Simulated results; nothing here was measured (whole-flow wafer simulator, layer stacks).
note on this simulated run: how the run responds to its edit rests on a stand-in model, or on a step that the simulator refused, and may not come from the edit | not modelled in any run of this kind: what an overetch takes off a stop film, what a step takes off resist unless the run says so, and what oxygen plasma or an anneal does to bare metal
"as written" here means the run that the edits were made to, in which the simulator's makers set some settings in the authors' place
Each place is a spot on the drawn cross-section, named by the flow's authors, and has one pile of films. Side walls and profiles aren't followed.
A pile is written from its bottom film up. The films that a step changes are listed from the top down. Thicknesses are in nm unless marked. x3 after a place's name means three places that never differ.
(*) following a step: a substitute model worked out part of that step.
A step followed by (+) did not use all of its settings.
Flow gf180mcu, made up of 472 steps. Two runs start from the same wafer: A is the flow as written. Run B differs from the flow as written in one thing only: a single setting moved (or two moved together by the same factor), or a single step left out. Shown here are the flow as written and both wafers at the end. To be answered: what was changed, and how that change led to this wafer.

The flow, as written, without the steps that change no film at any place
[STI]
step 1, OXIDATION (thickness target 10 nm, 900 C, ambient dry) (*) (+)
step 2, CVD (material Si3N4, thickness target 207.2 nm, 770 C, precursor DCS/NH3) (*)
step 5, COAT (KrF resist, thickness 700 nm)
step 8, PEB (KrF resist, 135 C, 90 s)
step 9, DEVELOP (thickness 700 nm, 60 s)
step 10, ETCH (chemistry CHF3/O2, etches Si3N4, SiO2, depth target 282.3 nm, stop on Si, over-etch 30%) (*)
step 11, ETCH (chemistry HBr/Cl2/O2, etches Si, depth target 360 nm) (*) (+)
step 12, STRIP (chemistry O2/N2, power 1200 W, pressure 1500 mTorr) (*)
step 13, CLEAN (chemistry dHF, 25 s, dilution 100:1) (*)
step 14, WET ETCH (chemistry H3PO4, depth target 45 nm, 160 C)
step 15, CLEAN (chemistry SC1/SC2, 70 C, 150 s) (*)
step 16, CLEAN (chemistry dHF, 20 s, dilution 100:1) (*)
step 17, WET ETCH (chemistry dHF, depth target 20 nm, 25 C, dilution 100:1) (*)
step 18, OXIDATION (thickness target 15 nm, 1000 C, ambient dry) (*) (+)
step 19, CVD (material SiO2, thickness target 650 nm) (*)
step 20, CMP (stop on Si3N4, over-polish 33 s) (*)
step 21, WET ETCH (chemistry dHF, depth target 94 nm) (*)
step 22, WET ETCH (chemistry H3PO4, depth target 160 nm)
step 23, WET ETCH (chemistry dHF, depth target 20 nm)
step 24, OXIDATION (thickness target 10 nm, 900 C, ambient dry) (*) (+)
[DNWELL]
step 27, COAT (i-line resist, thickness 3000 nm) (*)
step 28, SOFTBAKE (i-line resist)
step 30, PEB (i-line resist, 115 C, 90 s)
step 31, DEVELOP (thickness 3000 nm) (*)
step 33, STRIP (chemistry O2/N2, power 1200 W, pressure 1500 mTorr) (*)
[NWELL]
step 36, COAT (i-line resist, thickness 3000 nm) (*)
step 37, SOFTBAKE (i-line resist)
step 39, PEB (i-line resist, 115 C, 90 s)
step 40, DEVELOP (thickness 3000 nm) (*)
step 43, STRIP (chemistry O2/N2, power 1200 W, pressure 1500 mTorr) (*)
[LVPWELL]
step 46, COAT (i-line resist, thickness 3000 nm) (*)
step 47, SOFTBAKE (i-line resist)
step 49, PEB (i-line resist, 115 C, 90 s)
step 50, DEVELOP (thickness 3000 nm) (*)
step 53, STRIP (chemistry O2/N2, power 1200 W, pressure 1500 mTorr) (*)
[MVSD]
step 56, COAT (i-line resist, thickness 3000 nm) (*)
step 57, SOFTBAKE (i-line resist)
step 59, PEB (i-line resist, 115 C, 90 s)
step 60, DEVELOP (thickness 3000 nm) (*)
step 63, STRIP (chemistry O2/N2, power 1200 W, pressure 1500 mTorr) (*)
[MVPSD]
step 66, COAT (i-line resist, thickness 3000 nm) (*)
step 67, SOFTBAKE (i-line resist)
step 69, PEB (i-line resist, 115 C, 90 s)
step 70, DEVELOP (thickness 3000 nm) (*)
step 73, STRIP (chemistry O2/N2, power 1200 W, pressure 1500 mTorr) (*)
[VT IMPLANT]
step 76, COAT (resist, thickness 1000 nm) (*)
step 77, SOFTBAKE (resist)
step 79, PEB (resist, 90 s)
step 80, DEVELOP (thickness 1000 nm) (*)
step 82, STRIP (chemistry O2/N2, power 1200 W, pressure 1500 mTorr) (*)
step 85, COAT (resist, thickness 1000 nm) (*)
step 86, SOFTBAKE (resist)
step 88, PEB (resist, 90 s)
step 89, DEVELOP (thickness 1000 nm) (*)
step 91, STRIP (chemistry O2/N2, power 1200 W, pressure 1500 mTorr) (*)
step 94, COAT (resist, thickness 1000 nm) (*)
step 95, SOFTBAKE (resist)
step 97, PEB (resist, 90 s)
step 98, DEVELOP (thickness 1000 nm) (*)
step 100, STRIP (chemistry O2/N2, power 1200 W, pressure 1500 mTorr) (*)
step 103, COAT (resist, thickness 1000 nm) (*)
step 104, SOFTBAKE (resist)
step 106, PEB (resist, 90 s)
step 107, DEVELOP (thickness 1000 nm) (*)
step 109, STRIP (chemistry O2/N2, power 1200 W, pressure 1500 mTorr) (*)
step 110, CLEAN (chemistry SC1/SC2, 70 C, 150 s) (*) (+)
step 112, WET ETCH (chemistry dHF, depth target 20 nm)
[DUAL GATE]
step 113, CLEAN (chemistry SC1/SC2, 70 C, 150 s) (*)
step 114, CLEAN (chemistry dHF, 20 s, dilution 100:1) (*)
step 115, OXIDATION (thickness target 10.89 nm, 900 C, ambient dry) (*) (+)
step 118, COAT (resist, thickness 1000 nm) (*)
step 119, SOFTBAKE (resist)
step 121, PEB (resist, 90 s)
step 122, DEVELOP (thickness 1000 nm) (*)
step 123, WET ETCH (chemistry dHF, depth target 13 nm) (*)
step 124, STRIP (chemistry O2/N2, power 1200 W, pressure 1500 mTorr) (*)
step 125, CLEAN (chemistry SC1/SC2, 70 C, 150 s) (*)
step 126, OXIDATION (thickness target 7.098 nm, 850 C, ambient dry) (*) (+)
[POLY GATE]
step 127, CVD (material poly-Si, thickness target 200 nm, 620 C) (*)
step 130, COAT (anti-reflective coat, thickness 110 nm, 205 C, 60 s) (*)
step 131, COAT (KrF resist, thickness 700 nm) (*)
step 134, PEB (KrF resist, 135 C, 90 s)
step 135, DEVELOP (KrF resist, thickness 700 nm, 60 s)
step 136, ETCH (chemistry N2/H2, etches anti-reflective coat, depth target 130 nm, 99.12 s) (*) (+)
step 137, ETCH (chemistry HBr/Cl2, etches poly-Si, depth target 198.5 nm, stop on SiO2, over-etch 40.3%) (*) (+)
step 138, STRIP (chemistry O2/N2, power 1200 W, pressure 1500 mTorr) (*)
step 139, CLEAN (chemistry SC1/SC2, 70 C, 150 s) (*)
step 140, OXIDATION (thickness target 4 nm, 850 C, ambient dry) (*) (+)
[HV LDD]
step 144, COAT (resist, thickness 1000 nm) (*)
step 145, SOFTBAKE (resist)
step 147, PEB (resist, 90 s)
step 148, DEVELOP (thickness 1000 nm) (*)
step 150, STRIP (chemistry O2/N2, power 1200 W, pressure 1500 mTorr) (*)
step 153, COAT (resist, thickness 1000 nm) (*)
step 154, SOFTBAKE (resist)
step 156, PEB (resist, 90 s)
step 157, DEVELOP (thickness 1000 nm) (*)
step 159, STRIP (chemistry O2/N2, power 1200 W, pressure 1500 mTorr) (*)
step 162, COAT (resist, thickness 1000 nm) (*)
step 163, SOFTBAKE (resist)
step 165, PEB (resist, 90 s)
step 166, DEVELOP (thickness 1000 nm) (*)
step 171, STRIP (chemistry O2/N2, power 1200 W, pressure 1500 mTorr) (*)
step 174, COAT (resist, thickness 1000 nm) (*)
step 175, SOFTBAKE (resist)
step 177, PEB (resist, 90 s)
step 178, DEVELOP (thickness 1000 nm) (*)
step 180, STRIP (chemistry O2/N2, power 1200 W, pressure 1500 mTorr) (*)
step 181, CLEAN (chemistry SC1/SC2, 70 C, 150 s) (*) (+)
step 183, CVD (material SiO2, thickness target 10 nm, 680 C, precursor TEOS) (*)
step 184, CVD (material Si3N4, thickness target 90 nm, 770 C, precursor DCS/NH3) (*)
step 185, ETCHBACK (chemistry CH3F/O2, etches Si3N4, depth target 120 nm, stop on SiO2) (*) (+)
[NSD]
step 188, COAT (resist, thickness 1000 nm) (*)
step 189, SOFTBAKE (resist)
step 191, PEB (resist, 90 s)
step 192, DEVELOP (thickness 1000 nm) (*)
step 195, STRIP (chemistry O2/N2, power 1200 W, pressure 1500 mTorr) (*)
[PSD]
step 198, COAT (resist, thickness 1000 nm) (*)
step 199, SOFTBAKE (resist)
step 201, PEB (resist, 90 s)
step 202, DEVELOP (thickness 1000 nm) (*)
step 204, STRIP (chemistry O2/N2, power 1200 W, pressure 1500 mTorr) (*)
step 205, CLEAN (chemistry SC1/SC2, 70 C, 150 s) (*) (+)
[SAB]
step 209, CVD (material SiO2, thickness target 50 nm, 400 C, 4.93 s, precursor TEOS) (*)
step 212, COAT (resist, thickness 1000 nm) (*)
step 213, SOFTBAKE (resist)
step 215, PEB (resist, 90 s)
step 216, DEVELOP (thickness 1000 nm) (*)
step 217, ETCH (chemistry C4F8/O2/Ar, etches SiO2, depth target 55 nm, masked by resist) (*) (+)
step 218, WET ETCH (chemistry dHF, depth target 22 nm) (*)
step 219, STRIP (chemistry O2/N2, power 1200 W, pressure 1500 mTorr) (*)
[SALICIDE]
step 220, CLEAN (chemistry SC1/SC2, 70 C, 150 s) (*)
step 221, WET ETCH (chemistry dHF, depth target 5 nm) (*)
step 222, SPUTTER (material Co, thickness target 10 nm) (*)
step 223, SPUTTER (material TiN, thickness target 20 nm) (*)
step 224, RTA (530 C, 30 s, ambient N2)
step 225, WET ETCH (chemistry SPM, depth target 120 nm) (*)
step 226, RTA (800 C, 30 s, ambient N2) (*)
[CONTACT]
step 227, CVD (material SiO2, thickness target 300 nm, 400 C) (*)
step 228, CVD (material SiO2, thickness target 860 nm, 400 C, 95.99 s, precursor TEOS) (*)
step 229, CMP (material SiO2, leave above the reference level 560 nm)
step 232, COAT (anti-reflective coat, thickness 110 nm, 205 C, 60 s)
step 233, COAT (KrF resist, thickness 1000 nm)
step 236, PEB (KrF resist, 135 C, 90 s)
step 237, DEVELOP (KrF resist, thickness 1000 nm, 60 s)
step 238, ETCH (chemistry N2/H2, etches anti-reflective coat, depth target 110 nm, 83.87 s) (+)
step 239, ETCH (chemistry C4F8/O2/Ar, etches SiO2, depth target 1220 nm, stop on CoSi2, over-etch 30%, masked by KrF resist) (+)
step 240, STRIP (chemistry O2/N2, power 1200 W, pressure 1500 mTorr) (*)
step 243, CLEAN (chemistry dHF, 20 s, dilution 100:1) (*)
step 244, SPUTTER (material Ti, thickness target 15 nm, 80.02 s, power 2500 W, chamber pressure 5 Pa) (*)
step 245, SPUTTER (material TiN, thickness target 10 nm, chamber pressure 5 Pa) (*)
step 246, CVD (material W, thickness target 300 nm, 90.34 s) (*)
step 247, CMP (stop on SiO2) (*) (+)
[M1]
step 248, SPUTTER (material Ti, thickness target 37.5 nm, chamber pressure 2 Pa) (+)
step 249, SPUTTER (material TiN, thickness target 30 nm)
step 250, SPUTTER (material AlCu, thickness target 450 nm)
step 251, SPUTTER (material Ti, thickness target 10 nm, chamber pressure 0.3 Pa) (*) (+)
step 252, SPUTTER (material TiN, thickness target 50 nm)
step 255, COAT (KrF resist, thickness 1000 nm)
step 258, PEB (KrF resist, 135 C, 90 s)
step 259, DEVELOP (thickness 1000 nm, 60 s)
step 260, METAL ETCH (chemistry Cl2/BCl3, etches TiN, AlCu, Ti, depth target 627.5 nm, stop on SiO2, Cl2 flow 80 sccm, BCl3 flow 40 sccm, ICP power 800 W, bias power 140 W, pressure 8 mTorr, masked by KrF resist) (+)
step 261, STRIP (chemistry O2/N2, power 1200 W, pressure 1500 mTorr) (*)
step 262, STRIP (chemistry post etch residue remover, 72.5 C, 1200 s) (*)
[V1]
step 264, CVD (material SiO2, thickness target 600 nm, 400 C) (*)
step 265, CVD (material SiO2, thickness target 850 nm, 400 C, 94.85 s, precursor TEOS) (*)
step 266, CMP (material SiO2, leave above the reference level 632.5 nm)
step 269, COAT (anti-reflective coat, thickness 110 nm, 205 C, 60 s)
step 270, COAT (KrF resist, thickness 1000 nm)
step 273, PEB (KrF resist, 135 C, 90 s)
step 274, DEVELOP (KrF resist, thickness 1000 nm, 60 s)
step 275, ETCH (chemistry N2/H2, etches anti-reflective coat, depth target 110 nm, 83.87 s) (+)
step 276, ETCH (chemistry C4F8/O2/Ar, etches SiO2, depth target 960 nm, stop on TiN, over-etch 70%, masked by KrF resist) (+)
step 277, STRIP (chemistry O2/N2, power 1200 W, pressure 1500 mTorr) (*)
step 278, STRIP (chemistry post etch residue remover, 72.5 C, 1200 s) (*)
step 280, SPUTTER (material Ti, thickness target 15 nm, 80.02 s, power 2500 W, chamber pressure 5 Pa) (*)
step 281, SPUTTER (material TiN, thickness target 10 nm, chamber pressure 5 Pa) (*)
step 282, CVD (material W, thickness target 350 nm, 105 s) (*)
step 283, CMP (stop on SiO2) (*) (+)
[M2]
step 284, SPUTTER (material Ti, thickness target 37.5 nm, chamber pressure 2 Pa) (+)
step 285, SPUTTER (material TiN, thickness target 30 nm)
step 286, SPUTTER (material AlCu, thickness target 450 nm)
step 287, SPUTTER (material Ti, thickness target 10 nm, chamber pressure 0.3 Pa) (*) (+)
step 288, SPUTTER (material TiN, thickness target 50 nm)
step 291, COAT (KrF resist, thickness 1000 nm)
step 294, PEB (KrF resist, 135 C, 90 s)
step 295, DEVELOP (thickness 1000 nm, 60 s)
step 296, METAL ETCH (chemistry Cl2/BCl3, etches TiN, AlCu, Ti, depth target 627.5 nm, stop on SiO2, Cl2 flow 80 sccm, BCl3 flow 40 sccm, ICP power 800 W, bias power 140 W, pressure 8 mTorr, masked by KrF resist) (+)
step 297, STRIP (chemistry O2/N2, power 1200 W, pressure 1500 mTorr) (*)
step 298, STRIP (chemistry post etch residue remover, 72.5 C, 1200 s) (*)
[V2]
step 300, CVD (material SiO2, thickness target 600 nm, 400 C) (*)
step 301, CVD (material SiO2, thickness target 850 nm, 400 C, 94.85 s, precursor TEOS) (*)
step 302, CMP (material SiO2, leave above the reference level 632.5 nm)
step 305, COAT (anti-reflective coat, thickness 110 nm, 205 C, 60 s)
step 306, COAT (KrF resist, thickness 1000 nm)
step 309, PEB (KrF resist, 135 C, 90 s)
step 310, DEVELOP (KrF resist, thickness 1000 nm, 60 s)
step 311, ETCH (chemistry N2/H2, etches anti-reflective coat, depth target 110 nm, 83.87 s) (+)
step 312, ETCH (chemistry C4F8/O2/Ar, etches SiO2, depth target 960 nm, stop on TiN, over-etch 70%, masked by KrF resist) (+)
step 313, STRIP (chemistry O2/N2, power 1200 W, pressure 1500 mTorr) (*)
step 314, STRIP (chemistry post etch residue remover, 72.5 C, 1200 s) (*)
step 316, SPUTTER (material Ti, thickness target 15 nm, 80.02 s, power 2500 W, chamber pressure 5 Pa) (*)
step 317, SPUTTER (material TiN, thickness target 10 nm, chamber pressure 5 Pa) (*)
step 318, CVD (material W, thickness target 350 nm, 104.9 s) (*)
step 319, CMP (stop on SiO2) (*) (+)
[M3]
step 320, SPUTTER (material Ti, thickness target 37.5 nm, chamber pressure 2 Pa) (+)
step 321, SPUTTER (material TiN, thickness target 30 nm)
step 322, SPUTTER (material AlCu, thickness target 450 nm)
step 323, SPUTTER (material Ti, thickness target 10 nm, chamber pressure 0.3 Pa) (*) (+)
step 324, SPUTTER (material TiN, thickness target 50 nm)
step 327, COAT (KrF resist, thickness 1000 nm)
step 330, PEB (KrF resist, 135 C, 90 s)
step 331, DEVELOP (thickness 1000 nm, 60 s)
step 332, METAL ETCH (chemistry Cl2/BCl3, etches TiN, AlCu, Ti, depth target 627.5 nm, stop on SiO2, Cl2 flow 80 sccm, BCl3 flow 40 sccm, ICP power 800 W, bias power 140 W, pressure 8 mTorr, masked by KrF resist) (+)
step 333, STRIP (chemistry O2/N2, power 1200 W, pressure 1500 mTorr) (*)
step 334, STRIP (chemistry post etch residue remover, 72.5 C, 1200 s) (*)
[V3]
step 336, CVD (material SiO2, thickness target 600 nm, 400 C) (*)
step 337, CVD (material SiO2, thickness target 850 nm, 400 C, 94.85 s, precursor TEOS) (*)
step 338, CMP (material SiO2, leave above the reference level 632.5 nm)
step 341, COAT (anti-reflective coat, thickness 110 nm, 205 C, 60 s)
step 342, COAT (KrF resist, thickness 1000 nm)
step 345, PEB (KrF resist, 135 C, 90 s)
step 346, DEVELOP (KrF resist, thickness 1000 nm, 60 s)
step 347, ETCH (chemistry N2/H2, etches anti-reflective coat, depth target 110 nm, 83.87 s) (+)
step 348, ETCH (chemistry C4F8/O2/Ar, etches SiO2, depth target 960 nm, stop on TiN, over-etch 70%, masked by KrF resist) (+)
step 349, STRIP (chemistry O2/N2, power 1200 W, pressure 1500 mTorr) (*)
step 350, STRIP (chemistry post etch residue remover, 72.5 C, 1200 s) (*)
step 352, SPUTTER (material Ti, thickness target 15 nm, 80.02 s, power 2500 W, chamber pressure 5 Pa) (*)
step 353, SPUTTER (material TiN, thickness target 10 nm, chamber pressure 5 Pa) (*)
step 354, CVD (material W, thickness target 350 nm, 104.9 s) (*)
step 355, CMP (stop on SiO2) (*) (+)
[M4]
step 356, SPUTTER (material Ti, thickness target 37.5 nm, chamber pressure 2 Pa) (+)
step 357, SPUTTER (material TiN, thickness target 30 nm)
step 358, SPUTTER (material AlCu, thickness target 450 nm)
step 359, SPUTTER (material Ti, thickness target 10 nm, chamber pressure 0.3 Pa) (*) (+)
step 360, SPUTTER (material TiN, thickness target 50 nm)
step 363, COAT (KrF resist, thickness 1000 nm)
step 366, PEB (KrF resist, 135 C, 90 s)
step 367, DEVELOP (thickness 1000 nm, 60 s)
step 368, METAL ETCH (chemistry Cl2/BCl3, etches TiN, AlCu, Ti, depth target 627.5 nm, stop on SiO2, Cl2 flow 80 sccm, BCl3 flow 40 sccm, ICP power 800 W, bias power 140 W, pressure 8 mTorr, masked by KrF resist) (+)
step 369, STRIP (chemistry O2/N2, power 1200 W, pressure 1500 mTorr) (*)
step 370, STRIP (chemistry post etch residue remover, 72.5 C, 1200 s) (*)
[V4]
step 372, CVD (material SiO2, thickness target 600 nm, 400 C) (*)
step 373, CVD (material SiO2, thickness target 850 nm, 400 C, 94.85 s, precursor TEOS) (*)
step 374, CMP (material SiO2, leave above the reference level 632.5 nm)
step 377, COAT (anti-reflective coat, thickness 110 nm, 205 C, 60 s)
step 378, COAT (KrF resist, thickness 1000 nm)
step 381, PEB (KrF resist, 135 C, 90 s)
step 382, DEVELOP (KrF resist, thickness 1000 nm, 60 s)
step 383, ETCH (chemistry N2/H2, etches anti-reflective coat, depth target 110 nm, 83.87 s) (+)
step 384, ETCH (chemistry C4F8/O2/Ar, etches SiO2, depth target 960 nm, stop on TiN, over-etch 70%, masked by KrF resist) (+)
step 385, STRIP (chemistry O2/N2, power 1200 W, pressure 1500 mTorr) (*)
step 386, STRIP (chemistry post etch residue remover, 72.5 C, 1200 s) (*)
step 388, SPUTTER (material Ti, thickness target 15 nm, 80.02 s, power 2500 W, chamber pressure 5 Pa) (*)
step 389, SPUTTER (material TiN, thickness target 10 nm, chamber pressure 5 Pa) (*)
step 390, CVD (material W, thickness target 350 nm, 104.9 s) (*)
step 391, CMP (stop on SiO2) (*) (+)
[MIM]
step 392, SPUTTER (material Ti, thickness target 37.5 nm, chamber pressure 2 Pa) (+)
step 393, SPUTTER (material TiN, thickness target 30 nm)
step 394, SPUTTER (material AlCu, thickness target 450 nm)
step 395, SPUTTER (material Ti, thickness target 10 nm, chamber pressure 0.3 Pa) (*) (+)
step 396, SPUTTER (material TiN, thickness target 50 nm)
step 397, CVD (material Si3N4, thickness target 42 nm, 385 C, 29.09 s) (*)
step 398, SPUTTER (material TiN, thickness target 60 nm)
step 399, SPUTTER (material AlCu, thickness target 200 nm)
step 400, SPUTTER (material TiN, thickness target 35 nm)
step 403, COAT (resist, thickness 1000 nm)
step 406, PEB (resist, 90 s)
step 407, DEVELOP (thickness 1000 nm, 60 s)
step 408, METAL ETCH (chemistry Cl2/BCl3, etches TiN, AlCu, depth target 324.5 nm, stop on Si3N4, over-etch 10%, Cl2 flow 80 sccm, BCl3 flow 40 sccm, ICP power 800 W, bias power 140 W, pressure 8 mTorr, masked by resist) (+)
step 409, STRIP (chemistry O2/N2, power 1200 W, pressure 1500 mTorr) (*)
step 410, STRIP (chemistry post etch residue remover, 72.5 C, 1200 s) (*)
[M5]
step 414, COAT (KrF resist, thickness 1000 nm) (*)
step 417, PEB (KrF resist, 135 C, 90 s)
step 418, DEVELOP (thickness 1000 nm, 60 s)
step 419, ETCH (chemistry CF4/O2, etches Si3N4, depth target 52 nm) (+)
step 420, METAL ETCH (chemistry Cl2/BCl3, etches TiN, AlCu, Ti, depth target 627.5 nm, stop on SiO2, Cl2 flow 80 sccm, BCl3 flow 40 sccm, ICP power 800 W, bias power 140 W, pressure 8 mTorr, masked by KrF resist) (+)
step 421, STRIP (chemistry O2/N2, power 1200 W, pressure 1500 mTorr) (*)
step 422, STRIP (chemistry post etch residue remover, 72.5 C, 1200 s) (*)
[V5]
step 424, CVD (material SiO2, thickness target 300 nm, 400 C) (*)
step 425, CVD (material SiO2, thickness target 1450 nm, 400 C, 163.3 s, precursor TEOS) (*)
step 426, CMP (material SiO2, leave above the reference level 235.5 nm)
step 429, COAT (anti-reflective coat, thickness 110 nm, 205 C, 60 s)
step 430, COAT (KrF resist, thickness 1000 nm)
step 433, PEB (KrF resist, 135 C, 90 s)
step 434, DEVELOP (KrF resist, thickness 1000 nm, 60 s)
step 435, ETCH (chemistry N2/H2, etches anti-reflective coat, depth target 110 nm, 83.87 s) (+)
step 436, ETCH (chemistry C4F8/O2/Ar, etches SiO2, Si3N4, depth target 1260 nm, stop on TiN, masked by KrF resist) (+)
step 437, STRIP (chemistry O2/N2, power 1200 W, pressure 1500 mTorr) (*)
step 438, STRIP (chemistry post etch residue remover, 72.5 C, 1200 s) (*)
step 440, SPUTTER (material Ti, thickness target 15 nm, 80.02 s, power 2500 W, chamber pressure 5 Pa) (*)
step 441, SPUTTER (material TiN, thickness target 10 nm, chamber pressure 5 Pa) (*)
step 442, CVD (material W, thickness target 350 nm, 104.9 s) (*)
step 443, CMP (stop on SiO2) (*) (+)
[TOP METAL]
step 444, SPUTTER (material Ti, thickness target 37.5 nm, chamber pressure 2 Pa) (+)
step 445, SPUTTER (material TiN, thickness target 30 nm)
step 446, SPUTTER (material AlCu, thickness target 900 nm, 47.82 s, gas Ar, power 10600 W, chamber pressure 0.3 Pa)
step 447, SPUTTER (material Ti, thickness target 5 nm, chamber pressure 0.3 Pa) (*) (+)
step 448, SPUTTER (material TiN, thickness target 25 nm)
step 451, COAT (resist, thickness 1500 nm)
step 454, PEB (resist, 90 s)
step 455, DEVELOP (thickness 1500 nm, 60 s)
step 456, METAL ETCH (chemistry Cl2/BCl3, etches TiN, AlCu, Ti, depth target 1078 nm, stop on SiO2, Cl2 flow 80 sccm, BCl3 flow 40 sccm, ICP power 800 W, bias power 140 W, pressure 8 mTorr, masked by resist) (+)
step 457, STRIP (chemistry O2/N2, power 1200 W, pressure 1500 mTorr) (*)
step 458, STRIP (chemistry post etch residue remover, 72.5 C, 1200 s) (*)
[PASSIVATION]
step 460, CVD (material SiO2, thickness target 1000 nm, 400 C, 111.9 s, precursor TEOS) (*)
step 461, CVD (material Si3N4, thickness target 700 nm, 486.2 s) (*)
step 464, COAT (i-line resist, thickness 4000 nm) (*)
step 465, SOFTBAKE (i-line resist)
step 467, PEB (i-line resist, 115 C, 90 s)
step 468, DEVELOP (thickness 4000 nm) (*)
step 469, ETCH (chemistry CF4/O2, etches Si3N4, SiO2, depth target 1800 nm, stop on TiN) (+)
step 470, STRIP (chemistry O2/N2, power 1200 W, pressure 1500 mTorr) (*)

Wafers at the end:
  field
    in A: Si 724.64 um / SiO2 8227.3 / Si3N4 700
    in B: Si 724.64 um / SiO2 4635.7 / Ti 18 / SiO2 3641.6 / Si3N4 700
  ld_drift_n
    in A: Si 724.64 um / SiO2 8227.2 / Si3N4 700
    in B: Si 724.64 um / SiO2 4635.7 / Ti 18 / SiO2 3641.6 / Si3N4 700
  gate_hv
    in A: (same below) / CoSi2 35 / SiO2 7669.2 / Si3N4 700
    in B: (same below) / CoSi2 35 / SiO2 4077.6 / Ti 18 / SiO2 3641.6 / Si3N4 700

Cause: step 358, SPUTTER: thickness target 518 nm was run, whereas the flow has thickness target 450 nm.

The path from the change to this, step by step:
  step 358, SPUTTER (material AlCu, thickness target 450 nm)
      field, field__w1, field__w2 and 108 more: A AlCu gains 450 (new film) | B AlCu gains 518 (new film)
  step 368, METAL ETCH (chemistry Cl2/BCl3, etches TiN, AlCu, Ti, depth target 627.5 nm, stop on SiO2, Cl2 flow 80 sccm, BCl3 flow 40 sccm, ICP power 800 W, bias power 140 W, pressure 8 mTorr, masked by KrF resist) (+)
      field, field__w1, field__w2 and 103 more: A TiN loses 50 (all of it), Ti loses 10 (all of it), AlCu loses 450 (all of it), TiN loses 30 (all of it), Ti loses 37.5 (all of it) | B TiN loses 50 (all of it), Ti loses 10 (all of it), AlCu loses 518 (all of it), TiN loses 30 (all of it), Ti loses 19.5
  step 372, CVD (material SiO2, thickness target 600 nm, 400 C) (*)
      field, field__w1, field__w2 and 103 more: A SiO2 gains 600 | B SiO2 gains 600 (new film)
  step 374, CMP (material SiO2, leave above the reference level 632.5 nm)
      field, field__w1, field__w2 and 103 more: A SiO2 loses 300 | B SiO2 loses 250
With metal films that touch counted as one body, field has 1 body; the flow as written gives 0 bodies.
With metal films that touch counted as one body, ld_drift_n has 1 body; the flow as written gives 0 bodies.
With metal films that touch counted as one body, gate_hv has 2 bodies (between them, from the top down: SiO2 4077.6); the flow as written gives 1 body.
